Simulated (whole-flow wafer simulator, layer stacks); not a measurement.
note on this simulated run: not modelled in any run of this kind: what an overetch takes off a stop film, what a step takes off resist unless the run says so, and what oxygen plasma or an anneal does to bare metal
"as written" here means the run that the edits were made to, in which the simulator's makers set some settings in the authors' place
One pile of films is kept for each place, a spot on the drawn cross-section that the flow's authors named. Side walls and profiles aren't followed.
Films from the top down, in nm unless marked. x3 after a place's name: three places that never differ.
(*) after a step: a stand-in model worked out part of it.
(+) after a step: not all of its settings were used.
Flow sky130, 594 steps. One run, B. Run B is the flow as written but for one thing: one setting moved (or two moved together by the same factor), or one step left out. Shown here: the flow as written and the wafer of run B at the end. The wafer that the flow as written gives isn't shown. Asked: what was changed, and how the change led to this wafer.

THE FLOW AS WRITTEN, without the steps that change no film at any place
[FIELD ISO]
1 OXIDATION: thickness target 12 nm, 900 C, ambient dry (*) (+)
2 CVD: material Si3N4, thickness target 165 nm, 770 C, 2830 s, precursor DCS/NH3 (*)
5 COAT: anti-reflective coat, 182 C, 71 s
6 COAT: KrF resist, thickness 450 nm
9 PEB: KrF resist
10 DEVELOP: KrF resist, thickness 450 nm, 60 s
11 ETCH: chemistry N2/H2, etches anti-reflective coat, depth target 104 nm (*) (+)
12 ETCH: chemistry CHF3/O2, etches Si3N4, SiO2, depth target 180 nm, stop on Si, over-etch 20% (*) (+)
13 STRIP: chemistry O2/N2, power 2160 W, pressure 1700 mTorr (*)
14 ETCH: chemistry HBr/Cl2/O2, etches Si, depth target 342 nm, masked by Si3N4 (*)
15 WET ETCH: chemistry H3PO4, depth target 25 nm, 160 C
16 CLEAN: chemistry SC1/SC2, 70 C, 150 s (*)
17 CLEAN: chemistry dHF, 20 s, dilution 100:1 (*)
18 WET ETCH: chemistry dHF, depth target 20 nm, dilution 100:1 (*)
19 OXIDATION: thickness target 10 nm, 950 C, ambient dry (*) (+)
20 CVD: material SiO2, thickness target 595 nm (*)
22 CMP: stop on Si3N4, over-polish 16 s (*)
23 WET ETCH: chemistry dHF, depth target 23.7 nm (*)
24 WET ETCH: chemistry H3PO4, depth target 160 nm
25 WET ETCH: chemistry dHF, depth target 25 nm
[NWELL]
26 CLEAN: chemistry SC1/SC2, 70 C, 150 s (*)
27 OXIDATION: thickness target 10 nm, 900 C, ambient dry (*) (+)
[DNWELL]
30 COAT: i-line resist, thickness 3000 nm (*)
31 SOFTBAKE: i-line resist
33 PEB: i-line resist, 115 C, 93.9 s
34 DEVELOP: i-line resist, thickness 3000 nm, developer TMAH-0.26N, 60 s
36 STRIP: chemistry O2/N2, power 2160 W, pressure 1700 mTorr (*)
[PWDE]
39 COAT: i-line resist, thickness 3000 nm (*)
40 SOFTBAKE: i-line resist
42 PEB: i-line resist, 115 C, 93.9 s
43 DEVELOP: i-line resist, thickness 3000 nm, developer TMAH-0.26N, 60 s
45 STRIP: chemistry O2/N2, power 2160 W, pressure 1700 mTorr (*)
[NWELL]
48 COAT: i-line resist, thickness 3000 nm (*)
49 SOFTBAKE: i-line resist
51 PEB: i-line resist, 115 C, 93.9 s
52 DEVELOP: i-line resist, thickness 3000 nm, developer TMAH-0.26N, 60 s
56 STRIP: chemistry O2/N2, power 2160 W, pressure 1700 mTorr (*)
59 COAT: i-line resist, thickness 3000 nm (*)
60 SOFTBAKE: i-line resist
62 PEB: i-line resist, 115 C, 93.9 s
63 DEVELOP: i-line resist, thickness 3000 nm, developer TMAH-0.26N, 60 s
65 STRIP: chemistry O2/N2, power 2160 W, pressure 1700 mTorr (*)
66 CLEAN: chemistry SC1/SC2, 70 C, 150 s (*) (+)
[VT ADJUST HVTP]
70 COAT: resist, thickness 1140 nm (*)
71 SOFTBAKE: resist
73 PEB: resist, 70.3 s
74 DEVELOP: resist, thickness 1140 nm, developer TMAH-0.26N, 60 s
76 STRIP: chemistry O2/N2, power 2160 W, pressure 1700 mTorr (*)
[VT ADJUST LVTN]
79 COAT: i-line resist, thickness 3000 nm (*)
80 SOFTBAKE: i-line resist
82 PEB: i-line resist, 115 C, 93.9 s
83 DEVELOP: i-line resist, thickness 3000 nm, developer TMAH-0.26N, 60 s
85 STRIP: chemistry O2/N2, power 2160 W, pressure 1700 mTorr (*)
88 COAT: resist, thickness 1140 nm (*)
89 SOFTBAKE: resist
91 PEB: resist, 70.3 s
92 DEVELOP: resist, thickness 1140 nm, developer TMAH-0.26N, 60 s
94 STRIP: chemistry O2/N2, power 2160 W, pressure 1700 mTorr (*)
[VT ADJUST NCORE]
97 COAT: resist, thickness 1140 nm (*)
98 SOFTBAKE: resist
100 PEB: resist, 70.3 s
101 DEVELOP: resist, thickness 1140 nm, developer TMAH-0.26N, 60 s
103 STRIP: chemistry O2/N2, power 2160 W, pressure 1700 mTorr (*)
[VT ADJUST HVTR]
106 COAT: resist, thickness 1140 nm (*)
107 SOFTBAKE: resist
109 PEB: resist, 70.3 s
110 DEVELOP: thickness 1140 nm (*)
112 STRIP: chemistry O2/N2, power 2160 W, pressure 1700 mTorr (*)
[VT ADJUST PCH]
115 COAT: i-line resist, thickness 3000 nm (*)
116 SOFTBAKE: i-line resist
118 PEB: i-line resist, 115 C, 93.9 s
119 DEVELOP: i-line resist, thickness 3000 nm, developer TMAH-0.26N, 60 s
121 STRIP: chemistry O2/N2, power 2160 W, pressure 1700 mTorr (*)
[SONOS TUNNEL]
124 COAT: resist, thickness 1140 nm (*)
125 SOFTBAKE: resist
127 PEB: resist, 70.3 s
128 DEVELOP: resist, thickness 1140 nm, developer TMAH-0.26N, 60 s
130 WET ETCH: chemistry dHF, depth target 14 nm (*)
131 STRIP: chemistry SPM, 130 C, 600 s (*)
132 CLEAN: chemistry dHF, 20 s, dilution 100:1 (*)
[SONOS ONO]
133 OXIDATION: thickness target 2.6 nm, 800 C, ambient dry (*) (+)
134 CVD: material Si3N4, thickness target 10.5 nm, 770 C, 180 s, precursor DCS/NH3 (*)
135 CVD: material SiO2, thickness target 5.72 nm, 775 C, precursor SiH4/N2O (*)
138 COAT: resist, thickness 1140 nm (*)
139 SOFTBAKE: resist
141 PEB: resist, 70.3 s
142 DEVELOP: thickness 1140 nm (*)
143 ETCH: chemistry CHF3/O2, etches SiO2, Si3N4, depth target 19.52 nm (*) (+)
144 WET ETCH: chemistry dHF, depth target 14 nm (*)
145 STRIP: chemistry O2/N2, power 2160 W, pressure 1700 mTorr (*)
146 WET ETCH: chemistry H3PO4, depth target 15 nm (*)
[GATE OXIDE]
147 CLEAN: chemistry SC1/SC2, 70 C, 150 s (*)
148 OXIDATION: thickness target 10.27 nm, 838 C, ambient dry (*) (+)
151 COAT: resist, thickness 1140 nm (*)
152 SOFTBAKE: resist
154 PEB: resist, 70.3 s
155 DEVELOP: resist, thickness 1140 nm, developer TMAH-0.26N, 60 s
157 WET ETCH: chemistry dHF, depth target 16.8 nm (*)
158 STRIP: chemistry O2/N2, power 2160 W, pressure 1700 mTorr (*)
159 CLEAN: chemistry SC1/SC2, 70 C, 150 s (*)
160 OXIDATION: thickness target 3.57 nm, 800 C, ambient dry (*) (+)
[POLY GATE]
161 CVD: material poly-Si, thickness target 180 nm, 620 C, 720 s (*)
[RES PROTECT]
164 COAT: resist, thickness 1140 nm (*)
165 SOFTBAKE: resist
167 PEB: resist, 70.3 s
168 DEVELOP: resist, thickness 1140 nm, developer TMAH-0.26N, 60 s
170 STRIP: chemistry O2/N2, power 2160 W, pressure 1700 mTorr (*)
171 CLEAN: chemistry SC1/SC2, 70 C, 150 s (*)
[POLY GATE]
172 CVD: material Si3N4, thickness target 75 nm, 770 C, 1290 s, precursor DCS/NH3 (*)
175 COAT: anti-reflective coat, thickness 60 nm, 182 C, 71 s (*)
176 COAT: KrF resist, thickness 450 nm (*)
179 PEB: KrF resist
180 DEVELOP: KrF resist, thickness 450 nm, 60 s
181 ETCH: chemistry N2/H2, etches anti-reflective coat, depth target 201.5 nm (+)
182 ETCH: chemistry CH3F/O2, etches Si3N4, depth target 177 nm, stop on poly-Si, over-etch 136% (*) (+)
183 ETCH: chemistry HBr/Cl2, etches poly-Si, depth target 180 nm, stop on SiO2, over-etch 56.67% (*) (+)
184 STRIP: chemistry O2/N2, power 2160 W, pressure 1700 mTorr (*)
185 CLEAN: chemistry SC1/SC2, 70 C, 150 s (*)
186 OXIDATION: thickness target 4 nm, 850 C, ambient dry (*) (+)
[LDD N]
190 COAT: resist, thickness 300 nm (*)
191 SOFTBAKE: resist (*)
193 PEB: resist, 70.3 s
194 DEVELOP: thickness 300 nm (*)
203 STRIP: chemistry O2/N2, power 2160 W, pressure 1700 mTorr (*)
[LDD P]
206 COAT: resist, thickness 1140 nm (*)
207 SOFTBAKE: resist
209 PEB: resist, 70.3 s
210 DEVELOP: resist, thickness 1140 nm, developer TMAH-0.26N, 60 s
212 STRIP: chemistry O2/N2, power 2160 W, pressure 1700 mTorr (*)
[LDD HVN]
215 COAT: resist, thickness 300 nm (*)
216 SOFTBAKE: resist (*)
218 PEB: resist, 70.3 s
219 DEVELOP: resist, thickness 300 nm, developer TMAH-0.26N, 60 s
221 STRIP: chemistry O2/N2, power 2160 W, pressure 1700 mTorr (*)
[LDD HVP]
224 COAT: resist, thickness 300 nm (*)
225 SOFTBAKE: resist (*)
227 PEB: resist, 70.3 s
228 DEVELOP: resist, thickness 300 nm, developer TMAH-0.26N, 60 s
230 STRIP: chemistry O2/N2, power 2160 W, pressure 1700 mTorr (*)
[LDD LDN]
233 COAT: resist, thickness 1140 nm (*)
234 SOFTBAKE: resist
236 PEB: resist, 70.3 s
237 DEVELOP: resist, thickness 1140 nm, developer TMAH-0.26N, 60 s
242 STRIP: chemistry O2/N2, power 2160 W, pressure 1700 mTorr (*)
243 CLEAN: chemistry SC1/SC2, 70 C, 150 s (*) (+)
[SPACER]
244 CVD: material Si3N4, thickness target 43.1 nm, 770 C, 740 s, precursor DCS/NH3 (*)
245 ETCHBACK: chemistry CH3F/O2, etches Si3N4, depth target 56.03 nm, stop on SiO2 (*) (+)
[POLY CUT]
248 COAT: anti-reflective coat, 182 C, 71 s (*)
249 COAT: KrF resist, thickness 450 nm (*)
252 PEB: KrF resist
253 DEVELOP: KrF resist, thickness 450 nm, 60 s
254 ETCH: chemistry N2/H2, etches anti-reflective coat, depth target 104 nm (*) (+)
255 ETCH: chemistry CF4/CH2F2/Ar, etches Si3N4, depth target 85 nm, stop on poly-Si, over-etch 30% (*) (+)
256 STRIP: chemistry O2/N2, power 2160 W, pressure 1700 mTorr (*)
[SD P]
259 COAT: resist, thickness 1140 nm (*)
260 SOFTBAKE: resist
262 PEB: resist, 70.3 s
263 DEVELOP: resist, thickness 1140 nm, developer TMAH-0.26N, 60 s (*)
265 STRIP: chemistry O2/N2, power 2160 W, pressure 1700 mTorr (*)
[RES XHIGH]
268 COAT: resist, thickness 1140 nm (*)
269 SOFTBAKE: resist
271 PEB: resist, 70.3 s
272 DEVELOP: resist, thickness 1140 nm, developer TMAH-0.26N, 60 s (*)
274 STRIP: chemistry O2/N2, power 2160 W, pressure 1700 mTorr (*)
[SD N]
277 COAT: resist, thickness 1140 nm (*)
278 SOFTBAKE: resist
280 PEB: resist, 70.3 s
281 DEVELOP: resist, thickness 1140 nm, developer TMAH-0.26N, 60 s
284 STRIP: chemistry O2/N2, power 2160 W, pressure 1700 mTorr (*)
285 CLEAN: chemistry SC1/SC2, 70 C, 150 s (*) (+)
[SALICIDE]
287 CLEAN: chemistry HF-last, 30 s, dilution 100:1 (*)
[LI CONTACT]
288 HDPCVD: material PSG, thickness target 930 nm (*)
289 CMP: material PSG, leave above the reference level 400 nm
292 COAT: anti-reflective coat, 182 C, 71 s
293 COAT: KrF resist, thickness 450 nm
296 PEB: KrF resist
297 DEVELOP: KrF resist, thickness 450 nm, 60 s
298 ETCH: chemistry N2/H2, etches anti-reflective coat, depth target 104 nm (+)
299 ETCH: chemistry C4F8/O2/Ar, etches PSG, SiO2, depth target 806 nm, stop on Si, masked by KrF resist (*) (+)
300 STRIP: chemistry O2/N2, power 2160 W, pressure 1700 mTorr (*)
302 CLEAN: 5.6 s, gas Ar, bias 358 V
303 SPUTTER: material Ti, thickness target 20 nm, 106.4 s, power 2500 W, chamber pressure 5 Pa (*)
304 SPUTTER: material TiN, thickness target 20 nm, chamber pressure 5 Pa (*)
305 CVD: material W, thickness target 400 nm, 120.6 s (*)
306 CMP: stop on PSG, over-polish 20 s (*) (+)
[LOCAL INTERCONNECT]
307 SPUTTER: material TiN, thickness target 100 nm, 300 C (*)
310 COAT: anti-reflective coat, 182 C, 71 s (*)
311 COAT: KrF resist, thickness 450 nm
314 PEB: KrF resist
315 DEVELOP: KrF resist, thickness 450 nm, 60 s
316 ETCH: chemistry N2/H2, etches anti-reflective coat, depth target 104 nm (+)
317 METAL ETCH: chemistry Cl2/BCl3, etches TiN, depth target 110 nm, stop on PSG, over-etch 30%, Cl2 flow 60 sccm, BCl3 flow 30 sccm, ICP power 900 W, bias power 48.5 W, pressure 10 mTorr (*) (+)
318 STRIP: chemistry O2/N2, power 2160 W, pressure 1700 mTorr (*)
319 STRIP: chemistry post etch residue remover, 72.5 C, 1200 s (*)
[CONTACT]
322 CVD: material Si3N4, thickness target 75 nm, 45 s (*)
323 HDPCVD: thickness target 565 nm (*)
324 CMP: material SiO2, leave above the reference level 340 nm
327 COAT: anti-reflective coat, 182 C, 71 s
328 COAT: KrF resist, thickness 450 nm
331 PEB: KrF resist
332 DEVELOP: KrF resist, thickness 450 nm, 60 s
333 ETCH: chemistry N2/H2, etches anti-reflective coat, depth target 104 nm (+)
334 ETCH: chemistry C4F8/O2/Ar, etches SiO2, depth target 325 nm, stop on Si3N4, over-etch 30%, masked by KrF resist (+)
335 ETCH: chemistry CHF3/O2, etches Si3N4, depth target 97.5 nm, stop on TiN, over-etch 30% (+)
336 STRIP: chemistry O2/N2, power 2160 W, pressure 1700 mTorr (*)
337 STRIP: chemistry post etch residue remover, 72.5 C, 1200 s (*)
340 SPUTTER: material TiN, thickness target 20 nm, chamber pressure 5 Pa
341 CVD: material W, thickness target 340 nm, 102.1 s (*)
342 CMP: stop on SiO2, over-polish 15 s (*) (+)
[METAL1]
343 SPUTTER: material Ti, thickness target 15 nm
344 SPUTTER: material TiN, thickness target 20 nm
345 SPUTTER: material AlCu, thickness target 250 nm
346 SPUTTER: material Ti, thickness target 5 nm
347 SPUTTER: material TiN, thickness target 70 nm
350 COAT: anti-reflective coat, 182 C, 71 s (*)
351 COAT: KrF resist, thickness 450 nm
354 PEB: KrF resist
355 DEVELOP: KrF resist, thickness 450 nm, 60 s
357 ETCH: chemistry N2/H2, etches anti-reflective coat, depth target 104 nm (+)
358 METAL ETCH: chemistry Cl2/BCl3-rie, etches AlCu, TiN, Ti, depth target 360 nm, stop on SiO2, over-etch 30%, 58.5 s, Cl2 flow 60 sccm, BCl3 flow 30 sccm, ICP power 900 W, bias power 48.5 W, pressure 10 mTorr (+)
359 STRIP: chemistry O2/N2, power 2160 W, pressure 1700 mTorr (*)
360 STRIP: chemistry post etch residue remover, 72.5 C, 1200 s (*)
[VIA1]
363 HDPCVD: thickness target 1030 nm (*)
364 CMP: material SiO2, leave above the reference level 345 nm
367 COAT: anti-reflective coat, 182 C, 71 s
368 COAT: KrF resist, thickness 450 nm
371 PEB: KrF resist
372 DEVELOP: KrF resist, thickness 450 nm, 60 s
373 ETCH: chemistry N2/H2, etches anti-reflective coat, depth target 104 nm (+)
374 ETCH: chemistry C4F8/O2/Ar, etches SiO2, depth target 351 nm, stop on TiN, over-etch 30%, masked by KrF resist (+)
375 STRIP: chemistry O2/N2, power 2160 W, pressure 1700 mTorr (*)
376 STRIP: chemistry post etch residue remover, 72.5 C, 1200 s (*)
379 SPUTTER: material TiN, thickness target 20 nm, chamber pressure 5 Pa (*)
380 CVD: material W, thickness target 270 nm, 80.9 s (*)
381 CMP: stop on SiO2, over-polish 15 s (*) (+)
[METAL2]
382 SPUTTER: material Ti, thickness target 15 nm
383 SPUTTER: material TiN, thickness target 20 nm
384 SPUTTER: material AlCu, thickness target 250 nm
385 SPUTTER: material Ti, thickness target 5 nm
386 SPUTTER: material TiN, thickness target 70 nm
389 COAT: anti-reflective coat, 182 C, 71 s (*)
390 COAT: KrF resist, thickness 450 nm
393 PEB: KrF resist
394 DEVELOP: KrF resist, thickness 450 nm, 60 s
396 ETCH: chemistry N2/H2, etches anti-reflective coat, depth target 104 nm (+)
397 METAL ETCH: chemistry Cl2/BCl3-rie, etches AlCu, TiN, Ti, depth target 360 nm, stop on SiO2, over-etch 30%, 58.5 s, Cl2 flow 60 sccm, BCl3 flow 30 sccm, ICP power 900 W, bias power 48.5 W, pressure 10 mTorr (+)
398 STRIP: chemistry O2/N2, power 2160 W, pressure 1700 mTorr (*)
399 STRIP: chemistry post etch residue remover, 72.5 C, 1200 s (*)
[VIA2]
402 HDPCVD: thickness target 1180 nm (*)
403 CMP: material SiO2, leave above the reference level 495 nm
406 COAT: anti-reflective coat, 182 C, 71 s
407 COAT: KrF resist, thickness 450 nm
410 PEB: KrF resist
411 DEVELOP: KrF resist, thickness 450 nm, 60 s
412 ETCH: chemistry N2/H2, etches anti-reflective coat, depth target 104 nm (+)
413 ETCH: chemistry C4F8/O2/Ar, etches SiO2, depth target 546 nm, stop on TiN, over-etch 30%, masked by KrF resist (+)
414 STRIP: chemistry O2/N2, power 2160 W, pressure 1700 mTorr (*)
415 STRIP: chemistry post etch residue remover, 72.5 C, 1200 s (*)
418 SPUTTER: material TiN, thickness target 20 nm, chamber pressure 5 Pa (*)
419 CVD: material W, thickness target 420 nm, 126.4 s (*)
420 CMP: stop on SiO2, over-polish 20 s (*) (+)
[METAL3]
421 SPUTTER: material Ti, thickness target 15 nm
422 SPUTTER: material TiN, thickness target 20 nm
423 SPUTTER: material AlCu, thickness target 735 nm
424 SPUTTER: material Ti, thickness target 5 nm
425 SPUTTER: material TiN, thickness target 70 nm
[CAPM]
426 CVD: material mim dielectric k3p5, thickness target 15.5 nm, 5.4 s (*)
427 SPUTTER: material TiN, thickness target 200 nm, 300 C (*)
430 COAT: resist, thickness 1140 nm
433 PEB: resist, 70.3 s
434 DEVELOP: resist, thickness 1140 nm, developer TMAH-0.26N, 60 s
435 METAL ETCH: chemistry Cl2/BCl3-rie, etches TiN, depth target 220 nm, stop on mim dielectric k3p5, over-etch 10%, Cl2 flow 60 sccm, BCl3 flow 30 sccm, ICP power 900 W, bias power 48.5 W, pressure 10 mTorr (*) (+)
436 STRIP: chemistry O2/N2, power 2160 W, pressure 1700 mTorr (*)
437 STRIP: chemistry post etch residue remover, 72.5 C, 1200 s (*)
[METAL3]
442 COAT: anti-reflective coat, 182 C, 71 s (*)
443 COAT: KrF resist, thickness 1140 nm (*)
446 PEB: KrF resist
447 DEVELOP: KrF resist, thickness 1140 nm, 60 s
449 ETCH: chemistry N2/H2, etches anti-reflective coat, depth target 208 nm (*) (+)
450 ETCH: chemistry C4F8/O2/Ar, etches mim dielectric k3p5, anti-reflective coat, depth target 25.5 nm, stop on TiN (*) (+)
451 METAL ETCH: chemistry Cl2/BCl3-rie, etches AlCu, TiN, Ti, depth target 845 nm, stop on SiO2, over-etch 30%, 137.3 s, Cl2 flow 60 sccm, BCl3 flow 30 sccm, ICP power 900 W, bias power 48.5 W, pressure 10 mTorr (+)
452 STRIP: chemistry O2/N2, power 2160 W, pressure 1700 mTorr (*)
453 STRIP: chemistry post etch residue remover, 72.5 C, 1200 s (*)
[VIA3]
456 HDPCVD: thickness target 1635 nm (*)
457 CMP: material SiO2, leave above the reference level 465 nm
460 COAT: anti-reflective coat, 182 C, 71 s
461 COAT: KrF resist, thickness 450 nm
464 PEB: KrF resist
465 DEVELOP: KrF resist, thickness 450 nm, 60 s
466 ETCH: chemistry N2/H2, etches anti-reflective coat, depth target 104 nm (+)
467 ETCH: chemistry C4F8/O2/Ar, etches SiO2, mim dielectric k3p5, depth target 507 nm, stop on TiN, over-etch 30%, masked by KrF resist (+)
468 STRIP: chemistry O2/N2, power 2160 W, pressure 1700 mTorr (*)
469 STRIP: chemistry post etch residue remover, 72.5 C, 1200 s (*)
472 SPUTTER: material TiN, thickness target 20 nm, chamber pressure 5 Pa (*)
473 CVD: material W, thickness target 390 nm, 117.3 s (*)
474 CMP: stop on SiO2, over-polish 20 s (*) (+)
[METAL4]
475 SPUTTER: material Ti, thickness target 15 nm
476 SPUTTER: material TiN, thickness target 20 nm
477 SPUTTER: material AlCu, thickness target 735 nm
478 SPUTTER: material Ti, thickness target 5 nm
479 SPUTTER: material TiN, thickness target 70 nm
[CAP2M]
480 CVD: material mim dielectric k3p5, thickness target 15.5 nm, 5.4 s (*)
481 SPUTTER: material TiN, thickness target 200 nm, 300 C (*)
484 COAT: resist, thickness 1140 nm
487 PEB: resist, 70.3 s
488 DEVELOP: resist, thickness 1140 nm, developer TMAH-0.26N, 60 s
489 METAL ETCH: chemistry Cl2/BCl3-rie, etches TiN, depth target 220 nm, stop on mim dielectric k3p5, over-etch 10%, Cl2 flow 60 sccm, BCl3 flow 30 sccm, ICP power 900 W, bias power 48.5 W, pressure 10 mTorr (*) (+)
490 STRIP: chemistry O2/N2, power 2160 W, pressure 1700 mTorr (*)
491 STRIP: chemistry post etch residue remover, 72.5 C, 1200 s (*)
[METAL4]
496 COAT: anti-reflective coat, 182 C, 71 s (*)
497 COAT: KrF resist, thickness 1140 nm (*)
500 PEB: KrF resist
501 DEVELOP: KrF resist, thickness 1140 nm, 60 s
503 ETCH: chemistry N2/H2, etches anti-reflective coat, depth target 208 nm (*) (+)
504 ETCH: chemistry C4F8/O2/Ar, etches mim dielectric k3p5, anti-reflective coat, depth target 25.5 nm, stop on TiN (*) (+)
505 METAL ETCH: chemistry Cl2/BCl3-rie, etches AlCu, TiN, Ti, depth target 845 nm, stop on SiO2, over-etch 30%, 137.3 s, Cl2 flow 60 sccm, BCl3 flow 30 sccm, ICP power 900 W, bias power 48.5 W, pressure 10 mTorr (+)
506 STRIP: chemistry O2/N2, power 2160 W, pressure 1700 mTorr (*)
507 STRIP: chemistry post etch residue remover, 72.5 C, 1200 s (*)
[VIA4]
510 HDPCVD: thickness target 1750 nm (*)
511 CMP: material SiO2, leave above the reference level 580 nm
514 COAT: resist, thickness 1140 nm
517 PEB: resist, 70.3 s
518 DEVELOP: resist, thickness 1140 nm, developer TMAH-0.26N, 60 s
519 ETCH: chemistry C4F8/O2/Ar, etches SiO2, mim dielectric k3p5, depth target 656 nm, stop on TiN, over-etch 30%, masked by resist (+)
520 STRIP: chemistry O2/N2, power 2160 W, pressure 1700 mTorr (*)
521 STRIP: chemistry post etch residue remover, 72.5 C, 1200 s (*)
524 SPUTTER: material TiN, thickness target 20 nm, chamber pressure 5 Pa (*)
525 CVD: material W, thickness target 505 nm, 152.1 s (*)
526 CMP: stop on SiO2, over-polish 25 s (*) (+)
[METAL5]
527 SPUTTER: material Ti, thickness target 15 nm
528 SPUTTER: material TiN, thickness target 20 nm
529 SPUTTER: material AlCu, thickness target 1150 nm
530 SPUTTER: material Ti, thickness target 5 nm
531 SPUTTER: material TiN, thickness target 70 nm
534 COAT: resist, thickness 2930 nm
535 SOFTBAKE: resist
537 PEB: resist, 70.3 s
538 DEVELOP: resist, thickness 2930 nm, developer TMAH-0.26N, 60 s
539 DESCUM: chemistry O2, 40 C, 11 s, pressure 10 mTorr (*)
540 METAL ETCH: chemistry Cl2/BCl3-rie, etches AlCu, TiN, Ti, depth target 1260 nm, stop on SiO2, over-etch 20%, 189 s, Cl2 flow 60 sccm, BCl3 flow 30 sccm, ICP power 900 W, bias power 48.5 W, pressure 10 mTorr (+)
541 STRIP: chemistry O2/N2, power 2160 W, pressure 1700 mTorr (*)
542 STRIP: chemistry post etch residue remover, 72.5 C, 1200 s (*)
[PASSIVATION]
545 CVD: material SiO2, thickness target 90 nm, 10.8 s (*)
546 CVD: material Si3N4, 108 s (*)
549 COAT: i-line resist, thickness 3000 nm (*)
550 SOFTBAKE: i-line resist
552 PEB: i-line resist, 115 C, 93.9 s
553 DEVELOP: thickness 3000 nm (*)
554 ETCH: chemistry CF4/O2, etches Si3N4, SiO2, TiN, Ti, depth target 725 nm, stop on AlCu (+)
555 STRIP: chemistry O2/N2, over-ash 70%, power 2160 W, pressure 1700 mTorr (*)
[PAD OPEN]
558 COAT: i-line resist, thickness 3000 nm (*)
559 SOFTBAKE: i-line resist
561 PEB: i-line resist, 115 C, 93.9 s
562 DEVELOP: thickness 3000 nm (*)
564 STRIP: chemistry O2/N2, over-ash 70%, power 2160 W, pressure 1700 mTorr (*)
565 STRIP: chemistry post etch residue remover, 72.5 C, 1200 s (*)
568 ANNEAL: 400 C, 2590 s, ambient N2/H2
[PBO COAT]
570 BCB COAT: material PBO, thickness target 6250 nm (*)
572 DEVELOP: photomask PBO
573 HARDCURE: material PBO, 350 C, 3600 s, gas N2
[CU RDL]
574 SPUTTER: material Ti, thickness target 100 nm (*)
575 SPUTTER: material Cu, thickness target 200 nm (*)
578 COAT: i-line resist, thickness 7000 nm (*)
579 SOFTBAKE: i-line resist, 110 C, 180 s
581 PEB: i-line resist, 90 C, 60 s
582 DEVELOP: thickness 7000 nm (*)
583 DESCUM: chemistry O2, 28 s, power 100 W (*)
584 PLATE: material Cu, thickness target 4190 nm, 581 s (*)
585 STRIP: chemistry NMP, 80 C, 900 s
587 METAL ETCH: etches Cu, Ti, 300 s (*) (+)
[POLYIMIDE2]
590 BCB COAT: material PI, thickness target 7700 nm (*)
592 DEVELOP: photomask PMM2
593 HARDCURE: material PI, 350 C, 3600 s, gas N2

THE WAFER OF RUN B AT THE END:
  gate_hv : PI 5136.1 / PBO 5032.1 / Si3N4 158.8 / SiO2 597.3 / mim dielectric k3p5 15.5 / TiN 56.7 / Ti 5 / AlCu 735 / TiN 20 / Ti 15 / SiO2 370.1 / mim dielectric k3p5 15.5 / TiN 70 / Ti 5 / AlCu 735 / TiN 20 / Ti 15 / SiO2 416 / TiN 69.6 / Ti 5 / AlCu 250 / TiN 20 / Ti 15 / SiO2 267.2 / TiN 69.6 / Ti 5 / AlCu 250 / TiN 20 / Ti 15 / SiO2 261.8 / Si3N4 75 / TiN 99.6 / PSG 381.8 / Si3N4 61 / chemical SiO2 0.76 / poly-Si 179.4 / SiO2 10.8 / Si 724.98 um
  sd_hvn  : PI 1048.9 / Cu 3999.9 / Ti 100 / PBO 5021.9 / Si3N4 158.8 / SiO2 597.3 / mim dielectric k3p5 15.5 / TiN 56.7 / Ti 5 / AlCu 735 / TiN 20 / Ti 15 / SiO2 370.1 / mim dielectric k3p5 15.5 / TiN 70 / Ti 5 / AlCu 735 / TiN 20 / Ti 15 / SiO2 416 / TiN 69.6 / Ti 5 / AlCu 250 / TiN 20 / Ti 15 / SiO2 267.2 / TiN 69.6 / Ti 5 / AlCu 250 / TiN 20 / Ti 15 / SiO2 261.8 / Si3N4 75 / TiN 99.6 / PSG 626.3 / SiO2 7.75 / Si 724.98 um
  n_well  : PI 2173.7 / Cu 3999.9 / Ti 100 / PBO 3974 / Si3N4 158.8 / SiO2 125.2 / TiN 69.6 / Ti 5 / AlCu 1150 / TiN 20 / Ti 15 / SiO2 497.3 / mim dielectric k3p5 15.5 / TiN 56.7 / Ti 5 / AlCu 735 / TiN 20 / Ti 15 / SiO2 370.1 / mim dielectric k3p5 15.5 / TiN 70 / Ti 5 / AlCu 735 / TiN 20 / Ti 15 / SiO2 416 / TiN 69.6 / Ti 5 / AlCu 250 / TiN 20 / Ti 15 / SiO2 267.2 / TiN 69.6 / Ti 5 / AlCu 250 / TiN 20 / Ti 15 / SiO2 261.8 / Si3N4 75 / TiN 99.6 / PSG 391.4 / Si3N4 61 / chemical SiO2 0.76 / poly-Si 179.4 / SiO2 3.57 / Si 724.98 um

The cause: step 479, SPUTTER: thickness target 56.7 nm was run, where the flow has thickness target 70 nm.
It can be read off the wafer: gate_hv has TiN 56.7, and step 479 as written asks for 70 nm.

How the change led to this, step by step:
  479 SPUTTER: material TiN, thickness target 70 nm
      field, active, n_well and 189 more: TiN +56.7 (new film) (as written it would be: TiN +70 (new film))
  505 METAL ETCH: chemistry Cl2/BCl3-rie, etches AlCu, TiN, Ti, depth target 845 nm, stop on SiO2, over-etch 30%, 137.3 s, Cl2 flow 60 sccm, BCl3 flow 30 sccm, ICP power 900 W, bias power 48.5 W, pressure 10 mTorr (+)
      field, gate, spacer and 68 more: TiN -56.7 (all of it), Ti -5 (all of it), AlCu -735 (all of it), TiN -20 (all of it), Ti -15 (all of it), SiO2 -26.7 (as written it would be: TiN -70 (all of it), Ti -5 (all of it), AlCu -735 (all of it), TiN -20 (all of it), Ti -15 (all of it), SiO2 -25.4)
      active, vpp_iso1, mim_edge_plate and 14 more: TiN -56.7 (all of it), Ti -5 (all of it), AlCu -735 (all of it), TiN -20 (all of it), Ti -15 (all of it), SiO2 -26.7 (as written it would be: TiN -70 (all of it), Ti -5 (all of it), AlCu -735 (all of it), TiN -20 (all of it), Ti -15 (all of it), SiO2 -25.3)
  519 ETCH: chemistry C4F8/O2/Ar, etches SiO2, mim dielectric k3p5, depth target 656 nm, stop on TiN, over-etch 30%, masked by resist (+)
      m1: SiO2 -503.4 (all of it), mim dielectric k3p5 -15.5 (all of it) (as written it would be: SiO2 -490.1 (all of it), mim dielectric k3p5 -15.5 (all of it))
      via4_hole: SiO2 -502.8 (all of it), mim dielectric k3p5 -15.5 (all of it) (as written it would be: SiO2 -489.5 (all of it), mim dielectric k3p5 -15.5 (all of it))
